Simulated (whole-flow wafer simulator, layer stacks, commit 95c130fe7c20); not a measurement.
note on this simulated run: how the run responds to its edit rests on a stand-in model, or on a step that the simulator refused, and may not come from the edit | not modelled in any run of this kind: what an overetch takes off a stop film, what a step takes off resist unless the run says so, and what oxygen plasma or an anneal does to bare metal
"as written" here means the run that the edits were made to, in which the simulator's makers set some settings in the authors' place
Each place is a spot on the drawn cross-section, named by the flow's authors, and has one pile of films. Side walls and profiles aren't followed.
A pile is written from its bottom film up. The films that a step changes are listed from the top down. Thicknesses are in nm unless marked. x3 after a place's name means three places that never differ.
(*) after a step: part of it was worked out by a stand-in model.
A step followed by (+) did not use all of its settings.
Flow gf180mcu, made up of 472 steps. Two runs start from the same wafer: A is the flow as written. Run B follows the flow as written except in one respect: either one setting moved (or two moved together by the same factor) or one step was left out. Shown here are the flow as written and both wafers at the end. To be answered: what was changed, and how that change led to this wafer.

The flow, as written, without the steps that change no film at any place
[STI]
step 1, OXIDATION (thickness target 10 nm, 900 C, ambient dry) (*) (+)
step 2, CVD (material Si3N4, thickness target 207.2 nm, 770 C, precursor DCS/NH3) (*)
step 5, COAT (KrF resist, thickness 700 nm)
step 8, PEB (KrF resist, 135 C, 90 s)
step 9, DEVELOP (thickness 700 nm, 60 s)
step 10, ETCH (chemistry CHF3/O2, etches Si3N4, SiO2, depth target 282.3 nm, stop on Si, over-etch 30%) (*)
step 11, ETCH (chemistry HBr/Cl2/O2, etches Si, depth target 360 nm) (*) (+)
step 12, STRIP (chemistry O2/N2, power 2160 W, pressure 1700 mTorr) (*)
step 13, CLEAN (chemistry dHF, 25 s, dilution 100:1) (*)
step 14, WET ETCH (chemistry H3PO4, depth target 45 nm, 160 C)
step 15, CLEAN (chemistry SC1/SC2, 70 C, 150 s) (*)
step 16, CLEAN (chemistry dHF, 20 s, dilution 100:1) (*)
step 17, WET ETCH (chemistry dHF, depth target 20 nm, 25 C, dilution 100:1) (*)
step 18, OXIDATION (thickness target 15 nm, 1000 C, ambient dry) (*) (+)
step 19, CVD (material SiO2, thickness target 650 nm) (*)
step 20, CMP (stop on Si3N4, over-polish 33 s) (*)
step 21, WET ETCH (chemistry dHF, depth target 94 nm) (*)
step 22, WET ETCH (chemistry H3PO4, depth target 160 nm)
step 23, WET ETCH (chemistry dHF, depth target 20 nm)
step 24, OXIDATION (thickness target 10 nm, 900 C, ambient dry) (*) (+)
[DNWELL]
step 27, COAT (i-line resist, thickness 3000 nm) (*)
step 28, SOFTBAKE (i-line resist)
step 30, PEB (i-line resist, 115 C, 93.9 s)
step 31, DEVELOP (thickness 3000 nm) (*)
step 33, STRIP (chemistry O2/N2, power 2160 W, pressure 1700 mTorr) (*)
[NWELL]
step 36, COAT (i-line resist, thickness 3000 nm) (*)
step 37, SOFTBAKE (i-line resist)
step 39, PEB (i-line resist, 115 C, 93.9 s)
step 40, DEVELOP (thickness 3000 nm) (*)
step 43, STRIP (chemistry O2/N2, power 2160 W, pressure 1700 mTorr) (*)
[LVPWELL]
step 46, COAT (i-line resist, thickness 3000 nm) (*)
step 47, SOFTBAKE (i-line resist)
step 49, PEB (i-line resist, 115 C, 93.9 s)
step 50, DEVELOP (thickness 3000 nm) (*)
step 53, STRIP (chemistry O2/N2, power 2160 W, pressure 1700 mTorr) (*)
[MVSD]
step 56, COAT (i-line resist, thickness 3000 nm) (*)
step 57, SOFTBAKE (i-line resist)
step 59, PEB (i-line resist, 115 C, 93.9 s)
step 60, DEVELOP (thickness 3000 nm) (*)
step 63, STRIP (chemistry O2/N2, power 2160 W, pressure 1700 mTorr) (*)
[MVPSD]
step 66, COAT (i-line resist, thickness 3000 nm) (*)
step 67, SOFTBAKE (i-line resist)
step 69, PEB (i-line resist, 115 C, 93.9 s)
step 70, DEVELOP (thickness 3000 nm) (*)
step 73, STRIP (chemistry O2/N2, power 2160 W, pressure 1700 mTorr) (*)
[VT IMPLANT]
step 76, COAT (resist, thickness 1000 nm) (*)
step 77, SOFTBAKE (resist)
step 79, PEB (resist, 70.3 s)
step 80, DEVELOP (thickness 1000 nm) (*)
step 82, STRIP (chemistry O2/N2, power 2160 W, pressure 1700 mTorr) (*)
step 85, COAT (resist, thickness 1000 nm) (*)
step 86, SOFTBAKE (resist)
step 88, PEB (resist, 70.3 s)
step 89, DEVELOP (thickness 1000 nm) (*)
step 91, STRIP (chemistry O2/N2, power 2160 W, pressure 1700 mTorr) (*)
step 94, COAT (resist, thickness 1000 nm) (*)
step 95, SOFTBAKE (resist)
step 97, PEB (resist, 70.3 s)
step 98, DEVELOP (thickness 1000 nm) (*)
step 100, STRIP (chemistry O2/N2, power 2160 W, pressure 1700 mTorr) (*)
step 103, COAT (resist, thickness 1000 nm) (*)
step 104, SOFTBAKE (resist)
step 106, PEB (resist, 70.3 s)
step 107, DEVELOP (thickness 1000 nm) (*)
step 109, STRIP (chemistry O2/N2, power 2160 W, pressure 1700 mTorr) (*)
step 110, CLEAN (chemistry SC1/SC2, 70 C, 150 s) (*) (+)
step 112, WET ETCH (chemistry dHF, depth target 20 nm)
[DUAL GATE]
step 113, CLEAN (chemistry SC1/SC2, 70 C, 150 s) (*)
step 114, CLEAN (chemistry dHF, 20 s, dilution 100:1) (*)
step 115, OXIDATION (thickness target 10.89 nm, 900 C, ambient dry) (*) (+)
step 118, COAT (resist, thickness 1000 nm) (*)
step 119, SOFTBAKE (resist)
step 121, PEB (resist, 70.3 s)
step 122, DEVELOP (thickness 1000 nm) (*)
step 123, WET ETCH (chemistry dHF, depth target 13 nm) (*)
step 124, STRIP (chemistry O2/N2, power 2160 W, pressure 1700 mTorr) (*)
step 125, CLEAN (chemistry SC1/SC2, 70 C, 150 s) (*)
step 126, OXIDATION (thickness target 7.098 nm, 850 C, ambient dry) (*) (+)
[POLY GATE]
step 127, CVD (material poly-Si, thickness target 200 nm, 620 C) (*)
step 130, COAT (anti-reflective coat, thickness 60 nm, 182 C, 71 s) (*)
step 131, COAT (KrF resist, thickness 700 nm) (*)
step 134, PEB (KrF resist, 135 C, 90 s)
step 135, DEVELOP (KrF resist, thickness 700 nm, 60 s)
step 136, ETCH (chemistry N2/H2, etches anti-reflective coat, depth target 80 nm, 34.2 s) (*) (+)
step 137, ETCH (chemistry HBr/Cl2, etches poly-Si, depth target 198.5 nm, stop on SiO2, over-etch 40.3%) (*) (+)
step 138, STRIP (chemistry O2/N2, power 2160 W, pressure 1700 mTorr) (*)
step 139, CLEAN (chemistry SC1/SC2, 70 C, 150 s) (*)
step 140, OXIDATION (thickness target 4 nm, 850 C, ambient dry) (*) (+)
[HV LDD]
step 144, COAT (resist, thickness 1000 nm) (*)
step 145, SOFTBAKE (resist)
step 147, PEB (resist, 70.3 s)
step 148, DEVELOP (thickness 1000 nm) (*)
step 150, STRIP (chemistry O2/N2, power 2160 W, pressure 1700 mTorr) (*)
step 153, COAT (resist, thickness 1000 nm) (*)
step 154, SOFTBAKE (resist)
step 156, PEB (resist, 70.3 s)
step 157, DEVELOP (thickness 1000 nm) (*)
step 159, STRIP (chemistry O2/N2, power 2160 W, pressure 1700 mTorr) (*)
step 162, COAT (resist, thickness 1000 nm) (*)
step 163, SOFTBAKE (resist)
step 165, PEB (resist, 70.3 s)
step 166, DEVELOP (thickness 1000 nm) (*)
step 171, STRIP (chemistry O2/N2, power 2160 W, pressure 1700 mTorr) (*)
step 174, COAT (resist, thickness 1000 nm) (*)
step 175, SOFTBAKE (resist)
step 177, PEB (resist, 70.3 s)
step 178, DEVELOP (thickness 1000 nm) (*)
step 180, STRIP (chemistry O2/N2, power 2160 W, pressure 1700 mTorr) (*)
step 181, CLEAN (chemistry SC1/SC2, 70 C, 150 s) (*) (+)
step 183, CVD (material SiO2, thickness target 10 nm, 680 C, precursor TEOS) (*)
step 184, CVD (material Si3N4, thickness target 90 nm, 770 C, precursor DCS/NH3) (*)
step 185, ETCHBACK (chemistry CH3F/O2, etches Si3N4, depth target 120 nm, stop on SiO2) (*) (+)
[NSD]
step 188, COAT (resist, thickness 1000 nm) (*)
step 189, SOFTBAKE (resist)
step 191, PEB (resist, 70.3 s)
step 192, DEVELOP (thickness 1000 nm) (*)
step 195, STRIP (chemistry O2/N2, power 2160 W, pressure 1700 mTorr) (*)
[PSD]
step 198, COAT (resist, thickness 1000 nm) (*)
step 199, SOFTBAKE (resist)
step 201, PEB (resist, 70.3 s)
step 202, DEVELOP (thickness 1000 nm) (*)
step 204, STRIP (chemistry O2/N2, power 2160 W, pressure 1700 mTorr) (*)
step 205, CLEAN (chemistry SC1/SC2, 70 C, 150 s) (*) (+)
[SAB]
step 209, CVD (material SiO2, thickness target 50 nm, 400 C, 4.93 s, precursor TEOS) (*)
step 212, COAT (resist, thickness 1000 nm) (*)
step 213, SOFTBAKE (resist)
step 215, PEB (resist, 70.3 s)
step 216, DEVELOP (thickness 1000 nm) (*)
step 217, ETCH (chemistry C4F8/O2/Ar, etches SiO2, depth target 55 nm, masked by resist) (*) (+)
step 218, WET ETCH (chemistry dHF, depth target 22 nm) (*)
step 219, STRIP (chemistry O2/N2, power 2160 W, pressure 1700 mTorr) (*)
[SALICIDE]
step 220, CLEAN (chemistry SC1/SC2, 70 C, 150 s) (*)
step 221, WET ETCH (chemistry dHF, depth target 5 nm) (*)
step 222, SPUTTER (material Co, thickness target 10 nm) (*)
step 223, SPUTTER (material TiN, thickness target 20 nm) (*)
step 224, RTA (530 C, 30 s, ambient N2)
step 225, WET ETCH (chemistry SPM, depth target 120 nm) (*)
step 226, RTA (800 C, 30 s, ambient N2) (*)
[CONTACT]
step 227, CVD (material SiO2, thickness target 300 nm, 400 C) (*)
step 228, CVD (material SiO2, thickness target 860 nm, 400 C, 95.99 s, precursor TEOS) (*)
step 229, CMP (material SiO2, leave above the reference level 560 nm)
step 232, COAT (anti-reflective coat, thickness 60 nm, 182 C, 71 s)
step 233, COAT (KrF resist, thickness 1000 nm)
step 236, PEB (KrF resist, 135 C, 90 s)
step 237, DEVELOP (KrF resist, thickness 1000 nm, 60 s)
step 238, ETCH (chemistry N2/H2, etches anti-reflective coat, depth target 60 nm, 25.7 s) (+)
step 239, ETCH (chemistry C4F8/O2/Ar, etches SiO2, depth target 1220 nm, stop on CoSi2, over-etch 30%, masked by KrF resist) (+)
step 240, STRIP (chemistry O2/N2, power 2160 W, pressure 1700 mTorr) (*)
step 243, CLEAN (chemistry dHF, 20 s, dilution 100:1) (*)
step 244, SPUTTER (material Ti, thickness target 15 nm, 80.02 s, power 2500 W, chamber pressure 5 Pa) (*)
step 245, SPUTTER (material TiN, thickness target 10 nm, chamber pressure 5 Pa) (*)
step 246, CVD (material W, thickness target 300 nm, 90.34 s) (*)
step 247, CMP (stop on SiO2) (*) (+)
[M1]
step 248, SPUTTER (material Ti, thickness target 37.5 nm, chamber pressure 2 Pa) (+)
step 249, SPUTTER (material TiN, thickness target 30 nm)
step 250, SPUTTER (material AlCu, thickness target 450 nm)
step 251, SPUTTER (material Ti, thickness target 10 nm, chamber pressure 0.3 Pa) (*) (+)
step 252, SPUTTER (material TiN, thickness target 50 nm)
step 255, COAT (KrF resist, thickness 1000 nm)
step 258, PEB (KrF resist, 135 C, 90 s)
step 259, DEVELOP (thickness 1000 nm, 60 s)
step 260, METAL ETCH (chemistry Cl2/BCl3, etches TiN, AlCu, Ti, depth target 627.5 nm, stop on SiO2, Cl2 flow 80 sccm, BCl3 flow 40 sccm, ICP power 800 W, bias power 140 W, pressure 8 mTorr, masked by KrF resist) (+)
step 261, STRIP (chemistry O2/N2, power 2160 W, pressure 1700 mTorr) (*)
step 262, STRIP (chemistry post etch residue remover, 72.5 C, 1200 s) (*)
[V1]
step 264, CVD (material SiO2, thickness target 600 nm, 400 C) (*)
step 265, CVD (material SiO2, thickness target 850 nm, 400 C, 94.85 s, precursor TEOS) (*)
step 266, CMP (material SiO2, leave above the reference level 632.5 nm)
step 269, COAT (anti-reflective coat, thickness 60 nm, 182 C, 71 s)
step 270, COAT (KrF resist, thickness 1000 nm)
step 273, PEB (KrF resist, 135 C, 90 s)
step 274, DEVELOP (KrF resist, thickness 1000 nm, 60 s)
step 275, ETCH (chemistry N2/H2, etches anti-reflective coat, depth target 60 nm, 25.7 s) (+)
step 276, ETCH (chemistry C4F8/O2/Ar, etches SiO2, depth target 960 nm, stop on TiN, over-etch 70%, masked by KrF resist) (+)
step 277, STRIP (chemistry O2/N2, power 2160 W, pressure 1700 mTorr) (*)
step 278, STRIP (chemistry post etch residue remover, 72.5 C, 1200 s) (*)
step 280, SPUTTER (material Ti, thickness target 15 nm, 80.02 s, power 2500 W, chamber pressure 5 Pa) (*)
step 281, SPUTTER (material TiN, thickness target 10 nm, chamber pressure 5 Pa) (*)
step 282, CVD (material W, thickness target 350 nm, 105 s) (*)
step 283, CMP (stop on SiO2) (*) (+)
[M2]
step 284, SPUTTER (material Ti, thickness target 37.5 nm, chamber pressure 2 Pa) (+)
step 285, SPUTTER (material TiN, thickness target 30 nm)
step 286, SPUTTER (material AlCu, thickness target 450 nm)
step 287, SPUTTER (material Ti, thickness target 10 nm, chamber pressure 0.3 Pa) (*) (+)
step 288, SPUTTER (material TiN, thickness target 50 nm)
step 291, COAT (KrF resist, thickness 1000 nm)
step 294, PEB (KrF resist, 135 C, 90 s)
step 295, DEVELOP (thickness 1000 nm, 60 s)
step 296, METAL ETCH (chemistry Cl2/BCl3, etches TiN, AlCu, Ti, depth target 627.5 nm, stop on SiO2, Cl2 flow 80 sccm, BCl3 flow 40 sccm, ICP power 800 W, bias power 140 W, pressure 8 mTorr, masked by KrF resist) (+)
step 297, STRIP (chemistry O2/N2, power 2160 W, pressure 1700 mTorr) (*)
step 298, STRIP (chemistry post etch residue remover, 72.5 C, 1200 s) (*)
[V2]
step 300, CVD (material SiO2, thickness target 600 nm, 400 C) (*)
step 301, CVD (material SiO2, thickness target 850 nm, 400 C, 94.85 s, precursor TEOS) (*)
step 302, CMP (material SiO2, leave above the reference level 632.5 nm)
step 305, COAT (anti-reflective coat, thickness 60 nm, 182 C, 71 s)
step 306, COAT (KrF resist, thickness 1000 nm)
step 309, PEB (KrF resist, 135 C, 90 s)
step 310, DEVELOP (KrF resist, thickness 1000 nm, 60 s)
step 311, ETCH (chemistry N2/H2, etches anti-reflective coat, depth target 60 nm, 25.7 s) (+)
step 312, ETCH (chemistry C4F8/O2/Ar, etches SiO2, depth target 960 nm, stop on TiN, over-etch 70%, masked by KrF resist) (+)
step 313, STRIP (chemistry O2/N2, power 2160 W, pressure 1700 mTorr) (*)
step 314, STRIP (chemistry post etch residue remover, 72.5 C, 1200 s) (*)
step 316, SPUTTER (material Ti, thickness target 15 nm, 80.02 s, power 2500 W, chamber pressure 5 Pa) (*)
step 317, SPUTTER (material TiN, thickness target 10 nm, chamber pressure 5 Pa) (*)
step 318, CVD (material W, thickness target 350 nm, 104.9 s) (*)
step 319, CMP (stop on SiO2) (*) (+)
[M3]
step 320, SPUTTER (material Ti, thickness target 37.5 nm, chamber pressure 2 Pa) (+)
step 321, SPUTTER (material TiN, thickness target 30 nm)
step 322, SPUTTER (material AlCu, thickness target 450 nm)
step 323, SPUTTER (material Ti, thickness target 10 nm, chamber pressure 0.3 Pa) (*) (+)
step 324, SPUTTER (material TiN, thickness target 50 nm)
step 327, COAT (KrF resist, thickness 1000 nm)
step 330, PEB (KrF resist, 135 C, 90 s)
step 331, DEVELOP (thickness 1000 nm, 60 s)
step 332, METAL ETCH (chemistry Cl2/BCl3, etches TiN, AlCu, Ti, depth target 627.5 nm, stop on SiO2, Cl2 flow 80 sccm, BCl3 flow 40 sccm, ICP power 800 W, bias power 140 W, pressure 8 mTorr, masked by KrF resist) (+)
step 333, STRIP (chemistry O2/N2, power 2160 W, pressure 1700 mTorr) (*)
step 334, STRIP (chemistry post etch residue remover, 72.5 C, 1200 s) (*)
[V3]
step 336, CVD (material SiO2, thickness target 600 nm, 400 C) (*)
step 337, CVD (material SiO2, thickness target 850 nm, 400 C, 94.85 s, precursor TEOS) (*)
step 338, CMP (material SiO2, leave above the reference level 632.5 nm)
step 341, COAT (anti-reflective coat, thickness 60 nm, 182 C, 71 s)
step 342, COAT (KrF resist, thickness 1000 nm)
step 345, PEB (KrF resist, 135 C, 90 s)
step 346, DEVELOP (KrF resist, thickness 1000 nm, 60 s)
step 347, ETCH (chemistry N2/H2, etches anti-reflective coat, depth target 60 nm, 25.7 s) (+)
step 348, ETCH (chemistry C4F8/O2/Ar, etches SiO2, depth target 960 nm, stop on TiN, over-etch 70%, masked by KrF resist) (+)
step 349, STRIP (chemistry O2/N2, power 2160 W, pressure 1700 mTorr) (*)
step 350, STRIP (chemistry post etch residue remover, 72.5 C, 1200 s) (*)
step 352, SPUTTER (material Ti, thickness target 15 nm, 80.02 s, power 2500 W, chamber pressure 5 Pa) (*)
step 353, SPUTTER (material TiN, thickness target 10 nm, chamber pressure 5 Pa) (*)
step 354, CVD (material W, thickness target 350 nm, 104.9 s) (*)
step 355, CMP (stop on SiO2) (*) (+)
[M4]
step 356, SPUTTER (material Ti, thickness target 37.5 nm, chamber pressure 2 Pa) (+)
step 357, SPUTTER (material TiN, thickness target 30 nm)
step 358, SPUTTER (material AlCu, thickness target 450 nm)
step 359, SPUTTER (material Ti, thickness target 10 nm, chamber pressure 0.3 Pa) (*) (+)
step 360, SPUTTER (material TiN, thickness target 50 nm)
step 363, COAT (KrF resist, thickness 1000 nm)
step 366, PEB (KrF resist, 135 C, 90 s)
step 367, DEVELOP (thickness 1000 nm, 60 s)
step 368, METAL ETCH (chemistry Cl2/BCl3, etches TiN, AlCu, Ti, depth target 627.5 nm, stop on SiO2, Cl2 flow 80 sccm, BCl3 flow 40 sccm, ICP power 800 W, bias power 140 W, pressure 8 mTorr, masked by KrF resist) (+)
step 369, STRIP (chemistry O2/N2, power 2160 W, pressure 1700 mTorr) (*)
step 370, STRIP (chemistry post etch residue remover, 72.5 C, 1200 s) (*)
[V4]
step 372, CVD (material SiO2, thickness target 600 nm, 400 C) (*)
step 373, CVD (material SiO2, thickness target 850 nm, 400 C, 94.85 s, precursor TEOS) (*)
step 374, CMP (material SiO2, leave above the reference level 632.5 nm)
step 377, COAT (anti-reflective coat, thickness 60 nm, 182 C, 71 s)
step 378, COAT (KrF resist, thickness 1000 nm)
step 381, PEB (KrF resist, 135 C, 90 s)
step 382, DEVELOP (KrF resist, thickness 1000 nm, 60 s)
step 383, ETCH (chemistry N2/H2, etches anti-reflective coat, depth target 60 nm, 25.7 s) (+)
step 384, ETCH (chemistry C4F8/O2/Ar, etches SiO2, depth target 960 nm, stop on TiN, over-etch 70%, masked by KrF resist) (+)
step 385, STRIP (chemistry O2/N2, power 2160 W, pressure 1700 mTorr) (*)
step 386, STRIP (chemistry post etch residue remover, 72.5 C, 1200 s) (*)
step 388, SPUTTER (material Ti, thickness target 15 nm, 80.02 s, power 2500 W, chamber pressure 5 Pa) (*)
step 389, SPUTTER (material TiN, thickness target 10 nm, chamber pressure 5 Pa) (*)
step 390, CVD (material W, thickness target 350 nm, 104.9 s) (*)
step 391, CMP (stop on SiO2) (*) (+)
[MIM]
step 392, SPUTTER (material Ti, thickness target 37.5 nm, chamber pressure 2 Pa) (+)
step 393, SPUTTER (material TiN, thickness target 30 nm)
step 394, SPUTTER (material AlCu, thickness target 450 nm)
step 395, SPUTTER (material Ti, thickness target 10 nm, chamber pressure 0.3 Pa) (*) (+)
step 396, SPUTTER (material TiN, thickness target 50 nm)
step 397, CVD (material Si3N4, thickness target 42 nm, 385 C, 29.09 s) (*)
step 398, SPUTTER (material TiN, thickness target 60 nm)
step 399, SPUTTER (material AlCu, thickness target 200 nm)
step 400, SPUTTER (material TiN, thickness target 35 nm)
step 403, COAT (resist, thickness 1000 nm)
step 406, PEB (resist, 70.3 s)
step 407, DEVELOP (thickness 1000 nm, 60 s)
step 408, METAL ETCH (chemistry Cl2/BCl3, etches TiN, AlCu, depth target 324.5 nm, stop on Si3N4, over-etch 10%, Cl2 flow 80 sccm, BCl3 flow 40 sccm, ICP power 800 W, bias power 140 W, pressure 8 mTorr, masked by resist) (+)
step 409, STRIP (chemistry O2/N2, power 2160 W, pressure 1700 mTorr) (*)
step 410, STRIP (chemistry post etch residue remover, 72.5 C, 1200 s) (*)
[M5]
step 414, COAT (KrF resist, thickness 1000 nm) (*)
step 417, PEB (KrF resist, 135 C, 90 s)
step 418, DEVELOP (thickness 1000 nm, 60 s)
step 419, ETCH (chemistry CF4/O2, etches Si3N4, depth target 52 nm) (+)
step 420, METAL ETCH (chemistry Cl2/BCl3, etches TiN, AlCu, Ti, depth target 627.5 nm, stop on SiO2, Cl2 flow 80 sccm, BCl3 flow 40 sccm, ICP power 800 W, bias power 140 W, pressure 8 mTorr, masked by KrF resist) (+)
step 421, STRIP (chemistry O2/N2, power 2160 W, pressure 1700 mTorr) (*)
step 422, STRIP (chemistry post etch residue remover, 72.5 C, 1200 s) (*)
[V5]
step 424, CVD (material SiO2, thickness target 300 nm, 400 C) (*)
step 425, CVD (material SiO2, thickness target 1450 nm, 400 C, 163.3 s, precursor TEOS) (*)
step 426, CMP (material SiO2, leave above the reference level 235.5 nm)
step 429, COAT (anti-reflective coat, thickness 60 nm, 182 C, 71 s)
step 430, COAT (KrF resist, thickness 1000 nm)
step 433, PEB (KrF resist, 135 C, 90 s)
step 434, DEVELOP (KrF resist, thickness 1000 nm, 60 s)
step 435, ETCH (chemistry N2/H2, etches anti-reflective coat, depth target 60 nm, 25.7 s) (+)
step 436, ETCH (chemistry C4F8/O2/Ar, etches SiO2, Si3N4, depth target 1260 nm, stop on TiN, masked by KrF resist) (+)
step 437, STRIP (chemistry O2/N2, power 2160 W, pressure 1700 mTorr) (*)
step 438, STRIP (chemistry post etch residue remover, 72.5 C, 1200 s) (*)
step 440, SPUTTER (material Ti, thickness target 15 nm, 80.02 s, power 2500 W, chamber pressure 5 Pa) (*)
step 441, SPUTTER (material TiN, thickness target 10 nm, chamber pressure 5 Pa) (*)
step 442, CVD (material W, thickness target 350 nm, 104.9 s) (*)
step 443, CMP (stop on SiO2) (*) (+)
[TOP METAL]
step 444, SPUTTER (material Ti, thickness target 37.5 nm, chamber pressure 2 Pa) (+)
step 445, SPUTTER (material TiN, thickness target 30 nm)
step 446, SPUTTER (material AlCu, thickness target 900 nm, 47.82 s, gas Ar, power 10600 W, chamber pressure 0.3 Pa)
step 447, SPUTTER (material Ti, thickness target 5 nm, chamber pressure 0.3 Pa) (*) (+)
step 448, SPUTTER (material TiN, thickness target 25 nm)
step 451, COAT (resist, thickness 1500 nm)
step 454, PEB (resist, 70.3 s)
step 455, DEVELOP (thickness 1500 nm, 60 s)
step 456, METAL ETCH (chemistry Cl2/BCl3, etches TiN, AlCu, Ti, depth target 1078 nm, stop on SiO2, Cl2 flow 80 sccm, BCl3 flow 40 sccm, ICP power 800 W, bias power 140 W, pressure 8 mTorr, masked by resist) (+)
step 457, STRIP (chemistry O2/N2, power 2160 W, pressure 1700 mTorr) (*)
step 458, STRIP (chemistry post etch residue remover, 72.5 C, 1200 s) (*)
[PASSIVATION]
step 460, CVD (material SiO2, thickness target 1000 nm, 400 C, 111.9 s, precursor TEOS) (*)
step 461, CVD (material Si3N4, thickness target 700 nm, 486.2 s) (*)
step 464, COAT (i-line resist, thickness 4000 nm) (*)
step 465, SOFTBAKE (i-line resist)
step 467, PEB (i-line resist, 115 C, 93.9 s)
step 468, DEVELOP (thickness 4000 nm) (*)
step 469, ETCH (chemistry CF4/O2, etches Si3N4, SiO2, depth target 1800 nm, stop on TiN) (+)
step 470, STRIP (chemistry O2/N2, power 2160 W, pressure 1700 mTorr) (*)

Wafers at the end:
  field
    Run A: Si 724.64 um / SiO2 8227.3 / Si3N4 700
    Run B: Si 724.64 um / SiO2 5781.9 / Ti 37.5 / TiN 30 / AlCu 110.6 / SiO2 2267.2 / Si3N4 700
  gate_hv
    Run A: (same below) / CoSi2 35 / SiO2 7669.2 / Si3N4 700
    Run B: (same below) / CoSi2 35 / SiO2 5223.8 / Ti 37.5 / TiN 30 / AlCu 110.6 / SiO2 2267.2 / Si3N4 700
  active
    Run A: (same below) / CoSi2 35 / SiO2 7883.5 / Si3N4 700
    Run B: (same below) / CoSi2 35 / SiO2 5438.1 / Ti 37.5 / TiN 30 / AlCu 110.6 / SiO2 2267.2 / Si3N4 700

Cause: step 420, METAL ETCH: depth target 392.2 nm was run, whereas the flow has depth target 627.5 nm.

The path from the change to this, step by step:
  step 420, METAL ETCH (chemistry Cl2/BCl3, etches TiN, AlCu, Ti, depth target 627.5 nm, stop on SiO2, Cl2 flow 80 sccm, BCl3 flow 40 sccm, ICP power 800 W, bias power 140 W, pressure 8 mTorr, masked by KrF resist) (+)
      field, field__w1, field__w2 and 101 more: A TiN loses 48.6 (all of it), Ti loses 10 (all of it), AlCu loses 450 (all of it), TiN loses 30 (all of it), Ti loses 37.5 (all of it) | B TiN loses 48.6 (all of it), Ti loses 10 (all of it), AlCu loses 333.6
      field__w4, field__w8, contact, m1, m1__w1, mim, mim_1p0, m1_nw: A KrF resist loses 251 | B KrF resist loses 156.9
  step 421, STRIP (chemistry O2/N2, power 2160 W, pressure 1700 mTorr) (*)
      field__w8, m1__w1: A KrF resist loses 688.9 (all of it) | B KrF resist loses 783 (all of it)
      contact, m1: A KrF resist loses 689.3 (all of it) | B KrF resist loses 783.4 (all of it)
      (also at 4 further places)
  step 422, STRIP (chemistry post etch residue remover, 72.5 C, 1200 s) (*)
      field, field__w1, field__w2 and 101 more: A nothing | B AlCu loses 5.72
  step 424, CVD (material SiO2, thickness target 300 nm, 400 C) (*)
      field, field__w1, field__w2 and 101 more: A SiO2 gains 300 | B SiO2 gains 300 (new film)
  step 426, CMP (material SiO2, leave above the reference level 235.5 nm)
      field, field__w1, field__w5 and 92 more: A SiO2 loses 300.8 | B SiO2 loses 479
      field__w2, field__w3, field__w12 and 6 more: A SiO2 loses 272.7 | B SiO2 loses 458.9
If metal films that touch count as one body, field has 1 body; the flow as written gives 0 bodies.
If metal films that touch count as one body, gate_hv has 2 bodies (between them, from the top down: SiO2 5223.8); the flow as written gives 1 body.
If metal films that touch count as one body, active has 2 bodies (between them, from the top down: SiO2 5438.1); the flow as written gives 1 body.
